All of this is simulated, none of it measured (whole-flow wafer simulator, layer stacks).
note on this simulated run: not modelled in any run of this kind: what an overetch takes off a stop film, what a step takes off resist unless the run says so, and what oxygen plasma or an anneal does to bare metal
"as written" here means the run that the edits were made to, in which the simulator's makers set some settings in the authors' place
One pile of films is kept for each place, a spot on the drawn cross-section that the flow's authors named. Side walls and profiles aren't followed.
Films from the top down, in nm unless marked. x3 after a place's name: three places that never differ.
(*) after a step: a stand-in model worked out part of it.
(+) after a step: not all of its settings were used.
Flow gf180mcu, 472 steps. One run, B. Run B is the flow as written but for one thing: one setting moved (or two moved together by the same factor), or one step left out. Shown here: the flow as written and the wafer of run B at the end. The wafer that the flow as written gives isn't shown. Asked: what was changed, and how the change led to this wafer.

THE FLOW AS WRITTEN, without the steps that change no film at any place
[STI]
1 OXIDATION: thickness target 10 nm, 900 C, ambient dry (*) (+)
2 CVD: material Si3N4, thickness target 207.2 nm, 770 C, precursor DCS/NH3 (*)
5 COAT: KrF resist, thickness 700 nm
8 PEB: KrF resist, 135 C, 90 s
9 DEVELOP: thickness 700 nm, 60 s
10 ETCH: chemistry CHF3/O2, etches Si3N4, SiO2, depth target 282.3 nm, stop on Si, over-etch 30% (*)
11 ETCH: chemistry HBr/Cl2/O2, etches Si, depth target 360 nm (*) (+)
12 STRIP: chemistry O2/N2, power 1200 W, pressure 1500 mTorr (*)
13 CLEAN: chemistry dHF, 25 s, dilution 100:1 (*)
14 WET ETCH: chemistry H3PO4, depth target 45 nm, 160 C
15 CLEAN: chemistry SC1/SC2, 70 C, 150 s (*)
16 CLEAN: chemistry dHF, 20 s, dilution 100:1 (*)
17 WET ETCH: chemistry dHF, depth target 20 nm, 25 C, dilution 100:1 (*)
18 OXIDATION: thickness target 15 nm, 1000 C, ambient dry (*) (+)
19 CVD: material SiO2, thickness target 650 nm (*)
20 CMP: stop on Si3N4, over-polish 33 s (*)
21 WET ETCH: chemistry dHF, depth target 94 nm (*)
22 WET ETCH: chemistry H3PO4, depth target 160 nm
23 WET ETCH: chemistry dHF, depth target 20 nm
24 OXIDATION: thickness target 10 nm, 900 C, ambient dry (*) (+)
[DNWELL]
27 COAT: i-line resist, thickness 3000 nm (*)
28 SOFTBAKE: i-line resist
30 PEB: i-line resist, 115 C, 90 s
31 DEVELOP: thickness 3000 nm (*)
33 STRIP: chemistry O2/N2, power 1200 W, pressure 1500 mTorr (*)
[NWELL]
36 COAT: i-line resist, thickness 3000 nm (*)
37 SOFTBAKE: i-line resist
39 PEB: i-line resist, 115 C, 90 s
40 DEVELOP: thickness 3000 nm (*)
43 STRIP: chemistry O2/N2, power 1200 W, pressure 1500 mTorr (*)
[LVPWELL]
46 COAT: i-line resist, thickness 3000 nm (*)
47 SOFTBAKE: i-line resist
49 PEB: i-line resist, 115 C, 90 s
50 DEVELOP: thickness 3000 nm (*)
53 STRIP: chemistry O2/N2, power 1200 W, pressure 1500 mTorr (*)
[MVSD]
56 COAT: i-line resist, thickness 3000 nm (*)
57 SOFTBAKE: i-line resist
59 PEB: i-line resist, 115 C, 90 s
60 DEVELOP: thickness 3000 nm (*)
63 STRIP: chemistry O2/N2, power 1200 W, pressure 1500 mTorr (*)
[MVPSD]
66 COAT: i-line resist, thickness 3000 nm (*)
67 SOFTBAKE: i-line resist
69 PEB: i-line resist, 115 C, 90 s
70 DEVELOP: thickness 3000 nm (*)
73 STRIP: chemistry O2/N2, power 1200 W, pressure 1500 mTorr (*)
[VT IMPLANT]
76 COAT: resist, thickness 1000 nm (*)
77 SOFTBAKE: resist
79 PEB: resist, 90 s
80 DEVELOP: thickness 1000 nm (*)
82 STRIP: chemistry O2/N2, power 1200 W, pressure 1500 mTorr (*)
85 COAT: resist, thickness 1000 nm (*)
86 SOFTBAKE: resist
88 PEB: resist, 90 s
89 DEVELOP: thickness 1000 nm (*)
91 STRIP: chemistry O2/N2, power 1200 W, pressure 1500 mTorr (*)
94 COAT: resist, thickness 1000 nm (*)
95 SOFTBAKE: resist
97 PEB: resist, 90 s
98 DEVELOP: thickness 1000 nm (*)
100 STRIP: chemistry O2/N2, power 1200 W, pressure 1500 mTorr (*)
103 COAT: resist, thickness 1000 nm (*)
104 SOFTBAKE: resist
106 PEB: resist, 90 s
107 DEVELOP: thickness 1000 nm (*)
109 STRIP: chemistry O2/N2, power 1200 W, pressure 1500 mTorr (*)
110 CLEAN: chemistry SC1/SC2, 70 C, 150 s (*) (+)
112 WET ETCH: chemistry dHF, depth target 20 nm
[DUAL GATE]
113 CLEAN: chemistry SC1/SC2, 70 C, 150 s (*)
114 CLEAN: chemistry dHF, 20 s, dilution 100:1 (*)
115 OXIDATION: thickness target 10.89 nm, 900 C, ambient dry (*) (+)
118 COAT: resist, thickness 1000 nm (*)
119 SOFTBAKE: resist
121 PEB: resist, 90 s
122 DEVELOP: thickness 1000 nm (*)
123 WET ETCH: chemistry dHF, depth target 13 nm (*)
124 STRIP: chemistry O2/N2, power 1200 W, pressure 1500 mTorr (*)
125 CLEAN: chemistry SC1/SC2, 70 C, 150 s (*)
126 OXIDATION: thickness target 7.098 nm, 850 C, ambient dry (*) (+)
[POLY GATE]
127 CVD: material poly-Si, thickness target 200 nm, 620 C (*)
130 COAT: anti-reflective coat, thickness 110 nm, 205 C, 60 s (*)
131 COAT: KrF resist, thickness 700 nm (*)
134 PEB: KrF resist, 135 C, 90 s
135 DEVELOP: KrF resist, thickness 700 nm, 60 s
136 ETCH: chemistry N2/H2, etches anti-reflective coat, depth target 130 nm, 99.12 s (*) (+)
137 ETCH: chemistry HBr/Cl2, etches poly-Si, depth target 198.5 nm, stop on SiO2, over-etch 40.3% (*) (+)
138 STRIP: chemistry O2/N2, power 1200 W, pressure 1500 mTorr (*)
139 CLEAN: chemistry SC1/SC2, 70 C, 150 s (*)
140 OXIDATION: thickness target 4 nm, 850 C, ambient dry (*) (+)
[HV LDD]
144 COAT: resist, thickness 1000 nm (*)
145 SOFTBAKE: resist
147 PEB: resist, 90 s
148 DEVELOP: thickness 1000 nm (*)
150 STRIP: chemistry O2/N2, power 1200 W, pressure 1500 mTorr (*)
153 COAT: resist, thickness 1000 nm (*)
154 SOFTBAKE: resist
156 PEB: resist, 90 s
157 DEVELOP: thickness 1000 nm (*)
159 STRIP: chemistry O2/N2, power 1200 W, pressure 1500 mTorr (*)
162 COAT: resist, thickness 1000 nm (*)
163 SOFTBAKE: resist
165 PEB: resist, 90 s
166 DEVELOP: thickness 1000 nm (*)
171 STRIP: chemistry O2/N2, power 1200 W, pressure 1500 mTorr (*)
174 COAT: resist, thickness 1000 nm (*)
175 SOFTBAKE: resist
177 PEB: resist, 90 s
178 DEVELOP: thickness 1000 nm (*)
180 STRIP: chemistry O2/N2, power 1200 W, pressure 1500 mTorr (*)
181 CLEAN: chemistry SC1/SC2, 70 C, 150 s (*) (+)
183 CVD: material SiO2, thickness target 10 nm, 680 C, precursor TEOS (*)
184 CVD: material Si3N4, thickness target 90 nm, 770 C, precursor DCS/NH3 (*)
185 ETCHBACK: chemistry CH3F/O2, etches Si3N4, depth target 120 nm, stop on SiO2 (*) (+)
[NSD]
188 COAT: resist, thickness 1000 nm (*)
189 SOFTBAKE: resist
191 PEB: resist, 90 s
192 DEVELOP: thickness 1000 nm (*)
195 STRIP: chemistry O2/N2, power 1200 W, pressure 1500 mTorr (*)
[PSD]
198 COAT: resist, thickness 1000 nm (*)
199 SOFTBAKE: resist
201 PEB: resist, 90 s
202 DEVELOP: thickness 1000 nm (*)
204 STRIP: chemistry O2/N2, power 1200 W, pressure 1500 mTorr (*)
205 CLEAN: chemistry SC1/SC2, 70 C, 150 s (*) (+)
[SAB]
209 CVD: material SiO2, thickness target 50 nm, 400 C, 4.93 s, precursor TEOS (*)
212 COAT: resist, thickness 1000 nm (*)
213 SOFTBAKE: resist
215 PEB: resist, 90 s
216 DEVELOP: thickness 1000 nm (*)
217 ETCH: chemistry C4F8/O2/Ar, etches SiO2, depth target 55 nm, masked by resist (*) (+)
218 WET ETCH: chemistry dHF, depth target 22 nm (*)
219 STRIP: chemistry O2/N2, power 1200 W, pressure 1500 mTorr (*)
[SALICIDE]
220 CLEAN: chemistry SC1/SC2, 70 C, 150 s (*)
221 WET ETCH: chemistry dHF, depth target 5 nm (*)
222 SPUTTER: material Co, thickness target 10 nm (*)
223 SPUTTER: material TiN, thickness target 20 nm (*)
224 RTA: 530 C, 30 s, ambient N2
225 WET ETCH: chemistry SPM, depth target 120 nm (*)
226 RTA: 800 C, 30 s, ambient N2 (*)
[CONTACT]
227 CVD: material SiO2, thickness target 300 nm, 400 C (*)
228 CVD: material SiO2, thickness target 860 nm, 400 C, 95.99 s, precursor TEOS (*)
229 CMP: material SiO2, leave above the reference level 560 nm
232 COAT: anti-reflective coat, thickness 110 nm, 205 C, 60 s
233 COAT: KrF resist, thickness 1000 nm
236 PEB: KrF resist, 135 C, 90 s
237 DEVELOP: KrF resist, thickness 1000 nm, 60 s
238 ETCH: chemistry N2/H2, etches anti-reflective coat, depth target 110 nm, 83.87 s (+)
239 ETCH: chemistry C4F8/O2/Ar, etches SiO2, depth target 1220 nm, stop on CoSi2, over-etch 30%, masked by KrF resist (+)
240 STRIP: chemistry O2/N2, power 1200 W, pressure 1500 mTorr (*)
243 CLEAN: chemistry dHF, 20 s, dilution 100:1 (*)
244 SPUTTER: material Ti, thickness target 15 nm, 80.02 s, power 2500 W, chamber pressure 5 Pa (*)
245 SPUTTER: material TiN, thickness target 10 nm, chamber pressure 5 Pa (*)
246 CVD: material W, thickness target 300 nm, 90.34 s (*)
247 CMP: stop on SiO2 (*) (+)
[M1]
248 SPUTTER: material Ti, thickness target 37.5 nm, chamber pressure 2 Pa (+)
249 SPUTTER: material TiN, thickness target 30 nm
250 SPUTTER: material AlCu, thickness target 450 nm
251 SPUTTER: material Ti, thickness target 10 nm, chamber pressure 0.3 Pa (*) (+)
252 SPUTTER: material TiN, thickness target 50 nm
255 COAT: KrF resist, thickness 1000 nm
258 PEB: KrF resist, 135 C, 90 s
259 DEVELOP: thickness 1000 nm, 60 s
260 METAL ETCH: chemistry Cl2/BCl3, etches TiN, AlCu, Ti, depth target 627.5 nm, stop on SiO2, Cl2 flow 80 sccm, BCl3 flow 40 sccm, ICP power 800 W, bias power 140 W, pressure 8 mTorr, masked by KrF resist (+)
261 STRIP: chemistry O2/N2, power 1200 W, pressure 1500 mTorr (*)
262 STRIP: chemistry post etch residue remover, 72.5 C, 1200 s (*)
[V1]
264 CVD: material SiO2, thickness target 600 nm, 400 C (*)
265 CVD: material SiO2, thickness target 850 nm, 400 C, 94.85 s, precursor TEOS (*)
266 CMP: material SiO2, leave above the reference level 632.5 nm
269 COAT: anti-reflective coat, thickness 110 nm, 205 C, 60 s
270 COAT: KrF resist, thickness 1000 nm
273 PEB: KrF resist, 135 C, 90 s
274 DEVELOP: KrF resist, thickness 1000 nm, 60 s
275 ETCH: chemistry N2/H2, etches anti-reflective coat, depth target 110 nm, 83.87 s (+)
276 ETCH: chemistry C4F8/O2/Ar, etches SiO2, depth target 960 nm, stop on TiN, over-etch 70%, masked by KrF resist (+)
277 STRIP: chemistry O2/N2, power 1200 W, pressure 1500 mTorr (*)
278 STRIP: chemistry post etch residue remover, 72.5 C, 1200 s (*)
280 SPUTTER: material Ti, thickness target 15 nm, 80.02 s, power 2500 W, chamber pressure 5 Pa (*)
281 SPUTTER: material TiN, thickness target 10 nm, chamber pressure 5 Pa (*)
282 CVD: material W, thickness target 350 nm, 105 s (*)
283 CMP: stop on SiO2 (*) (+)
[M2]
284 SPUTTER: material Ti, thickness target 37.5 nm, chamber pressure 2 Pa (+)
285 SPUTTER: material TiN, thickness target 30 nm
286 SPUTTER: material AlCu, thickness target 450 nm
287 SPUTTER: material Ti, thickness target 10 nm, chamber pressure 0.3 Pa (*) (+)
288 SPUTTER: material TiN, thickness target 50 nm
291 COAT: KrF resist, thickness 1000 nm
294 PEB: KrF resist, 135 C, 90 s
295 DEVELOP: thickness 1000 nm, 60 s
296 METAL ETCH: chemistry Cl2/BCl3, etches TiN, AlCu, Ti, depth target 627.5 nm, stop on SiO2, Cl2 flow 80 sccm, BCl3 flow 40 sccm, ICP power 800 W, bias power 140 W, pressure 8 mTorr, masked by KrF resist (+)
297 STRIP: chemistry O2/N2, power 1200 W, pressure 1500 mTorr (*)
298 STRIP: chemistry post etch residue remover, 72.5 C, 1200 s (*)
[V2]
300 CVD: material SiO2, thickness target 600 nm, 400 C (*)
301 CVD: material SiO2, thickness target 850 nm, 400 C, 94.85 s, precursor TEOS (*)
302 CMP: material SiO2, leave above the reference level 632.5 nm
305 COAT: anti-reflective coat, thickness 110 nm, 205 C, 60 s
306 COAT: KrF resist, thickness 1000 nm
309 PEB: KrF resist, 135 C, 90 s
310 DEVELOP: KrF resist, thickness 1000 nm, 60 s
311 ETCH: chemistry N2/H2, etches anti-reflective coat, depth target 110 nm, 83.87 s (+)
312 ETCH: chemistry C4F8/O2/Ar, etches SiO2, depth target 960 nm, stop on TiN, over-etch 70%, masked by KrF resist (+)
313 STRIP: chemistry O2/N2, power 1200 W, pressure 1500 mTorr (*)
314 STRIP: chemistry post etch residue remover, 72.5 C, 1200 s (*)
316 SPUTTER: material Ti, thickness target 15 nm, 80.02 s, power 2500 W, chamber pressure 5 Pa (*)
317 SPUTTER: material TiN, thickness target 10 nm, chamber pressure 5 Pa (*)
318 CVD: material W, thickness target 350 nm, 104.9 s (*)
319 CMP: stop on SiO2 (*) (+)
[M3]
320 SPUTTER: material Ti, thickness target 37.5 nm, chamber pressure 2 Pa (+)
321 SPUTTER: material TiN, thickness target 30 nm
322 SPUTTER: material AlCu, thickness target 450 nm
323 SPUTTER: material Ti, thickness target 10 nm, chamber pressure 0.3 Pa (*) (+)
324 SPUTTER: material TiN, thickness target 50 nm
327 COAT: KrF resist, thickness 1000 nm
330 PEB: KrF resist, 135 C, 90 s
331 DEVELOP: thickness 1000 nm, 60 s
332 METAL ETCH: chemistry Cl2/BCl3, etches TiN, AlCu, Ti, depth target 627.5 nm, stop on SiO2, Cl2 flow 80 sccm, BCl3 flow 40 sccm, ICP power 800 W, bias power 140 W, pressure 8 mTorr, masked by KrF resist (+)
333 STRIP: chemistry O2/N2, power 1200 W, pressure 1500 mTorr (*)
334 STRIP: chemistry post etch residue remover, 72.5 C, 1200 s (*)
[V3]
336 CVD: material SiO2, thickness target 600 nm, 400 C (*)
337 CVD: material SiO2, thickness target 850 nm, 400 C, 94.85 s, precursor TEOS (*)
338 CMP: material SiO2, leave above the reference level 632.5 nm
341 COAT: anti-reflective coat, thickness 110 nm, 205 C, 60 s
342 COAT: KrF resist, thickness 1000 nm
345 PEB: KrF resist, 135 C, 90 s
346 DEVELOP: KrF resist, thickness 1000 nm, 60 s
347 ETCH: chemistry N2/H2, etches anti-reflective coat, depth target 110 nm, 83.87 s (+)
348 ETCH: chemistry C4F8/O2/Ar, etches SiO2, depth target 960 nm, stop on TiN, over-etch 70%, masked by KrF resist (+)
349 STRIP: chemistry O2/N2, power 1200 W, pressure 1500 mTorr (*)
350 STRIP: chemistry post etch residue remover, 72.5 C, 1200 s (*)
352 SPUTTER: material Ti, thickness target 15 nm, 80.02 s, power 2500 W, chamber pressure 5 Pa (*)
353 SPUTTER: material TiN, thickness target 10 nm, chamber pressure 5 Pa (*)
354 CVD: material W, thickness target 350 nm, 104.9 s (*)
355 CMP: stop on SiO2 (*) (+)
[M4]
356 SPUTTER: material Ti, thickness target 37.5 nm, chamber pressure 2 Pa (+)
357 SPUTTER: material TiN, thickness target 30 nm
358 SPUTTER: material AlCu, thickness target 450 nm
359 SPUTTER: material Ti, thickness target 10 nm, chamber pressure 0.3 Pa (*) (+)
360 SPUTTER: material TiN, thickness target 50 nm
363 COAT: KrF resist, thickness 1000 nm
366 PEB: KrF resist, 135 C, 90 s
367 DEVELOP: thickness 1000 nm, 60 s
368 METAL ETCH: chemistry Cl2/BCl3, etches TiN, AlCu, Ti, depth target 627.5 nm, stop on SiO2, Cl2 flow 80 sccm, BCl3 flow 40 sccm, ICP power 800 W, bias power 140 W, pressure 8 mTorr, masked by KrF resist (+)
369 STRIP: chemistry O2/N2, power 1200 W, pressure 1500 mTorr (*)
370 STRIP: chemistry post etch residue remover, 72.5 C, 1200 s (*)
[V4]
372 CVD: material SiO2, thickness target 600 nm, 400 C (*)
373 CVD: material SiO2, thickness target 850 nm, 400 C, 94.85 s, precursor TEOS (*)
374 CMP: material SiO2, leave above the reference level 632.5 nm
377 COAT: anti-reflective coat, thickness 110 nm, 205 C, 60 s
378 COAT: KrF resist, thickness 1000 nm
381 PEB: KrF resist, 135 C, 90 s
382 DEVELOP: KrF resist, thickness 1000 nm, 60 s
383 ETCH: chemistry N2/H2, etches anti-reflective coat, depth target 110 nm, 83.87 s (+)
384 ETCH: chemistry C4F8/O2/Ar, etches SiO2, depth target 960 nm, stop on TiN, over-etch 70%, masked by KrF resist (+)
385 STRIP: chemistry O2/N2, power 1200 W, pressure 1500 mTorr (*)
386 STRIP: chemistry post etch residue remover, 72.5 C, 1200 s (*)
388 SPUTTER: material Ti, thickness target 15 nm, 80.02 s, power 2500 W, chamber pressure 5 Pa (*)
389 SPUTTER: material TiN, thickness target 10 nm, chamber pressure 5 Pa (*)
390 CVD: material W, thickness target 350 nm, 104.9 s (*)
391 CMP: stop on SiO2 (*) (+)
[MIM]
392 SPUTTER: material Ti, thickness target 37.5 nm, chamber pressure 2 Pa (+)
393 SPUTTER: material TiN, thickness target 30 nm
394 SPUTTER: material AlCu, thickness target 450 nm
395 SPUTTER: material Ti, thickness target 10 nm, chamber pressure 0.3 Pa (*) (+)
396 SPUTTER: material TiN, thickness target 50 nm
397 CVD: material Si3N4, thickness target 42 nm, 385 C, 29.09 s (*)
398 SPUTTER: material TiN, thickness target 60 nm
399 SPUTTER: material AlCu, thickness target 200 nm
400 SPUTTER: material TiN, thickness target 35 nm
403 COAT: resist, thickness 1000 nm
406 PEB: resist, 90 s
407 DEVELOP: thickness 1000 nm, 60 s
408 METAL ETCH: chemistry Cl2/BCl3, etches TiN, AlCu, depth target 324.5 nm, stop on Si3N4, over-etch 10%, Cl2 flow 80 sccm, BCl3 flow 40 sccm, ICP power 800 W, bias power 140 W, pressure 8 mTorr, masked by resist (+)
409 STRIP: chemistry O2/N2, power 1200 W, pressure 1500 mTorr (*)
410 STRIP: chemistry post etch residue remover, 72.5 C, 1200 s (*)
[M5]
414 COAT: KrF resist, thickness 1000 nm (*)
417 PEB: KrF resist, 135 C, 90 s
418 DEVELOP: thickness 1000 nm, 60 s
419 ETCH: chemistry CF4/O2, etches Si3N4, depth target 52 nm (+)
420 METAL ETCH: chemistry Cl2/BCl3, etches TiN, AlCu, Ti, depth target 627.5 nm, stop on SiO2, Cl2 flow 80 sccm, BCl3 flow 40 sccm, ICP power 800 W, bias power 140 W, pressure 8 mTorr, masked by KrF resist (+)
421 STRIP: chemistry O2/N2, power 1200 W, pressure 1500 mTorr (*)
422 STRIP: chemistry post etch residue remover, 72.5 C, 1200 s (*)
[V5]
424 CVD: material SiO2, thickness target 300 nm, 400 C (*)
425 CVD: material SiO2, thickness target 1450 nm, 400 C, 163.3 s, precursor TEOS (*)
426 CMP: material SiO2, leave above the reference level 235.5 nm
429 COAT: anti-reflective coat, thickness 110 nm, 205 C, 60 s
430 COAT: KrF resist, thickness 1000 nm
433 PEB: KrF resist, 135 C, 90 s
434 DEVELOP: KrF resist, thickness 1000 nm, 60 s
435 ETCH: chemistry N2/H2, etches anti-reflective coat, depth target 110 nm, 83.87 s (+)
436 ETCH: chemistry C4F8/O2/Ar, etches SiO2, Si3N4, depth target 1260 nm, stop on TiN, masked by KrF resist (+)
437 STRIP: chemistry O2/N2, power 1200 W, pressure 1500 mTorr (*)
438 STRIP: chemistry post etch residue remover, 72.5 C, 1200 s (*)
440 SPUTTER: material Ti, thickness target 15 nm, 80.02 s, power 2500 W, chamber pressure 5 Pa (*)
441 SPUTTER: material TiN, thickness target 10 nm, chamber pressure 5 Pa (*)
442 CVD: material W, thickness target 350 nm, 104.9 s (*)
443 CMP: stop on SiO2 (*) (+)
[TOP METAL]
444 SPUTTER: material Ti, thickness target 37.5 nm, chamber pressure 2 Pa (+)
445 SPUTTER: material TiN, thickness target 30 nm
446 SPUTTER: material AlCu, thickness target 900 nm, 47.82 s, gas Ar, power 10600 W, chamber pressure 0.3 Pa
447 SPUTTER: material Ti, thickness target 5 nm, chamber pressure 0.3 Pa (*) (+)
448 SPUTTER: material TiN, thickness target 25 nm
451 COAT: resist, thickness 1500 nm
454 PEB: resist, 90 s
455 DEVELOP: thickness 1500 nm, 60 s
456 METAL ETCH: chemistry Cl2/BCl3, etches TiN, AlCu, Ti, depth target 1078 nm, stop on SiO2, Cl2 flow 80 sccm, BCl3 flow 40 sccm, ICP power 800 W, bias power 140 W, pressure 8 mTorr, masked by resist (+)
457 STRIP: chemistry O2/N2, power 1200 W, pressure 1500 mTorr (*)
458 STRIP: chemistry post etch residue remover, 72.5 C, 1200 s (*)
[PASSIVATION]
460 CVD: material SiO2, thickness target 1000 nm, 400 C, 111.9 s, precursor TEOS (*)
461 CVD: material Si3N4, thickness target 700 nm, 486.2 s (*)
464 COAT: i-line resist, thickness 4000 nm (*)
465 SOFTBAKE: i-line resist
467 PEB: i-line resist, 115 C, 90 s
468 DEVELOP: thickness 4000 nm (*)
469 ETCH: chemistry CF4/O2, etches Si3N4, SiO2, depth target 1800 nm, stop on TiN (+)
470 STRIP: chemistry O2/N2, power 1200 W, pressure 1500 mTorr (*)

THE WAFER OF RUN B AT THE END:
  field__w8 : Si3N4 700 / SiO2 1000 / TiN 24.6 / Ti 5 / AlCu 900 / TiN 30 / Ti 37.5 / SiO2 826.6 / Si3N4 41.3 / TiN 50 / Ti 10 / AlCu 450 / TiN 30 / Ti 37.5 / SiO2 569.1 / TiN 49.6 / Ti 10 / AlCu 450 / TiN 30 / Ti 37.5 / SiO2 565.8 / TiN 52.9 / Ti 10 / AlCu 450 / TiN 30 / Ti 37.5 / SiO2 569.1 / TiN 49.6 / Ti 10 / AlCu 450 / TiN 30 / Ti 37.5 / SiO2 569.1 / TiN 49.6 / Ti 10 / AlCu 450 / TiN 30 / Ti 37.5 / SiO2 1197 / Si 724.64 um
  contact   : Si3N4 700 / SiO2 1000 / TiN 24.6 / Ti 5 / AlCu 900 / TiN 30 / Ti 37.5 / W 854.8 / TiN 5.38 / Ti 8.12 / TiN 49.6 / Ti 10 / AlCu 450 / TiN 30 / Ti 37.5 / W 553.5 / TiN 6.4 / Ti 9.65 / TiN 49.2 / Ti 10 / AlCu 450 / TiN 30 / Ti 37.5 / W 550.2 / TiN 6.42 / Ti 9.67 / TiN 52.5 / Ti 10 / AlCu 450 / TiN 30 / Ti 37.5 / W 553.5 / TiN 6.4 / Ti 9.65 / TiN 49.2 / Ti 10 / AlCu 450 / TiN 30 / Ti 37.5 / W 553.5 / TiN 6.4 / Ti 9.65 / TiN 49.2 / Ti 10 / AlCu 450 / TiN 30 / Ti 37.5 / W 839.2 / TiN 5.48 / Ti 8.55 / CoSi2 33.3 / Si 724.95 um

The cause: step 324, SPUTTER: thickness target 53.3 nm was run, where the flow has thickness target 50 nm.

How the change led to this, step by step:
  324 SPUTTER: material TiN, thickness target 50 nm
      field, field__w1, field__w2 and 108 more: TiN +53.3 (new film) (as written it would be: TiN +50 (new film))
  332 METAL ETCH: chemistry Cl2/BCl3, etches TiN, AlCu, Ti, depth target 627.5 nm, stop on SiO2, Cl2 flow 80 sccm, BCl3 flow 40 sccm, ICP power 800 W, bias power 140 W, pressure 8 mTorr, masked by KrF resist (+)
      field, field__w1, field__w2 and 103 more: TiN -53.3 (all of it), Ti -10 (all of it), AlCu -450 (all of it), TiN -30 (all of it), Ti -37.5 (all of it) (as written it would be: TiN -50 (all of it), Ti -10 (all of it), AlCu -450 (all of it), TiN -30 (all of it), Ti -37.5 (all of it))
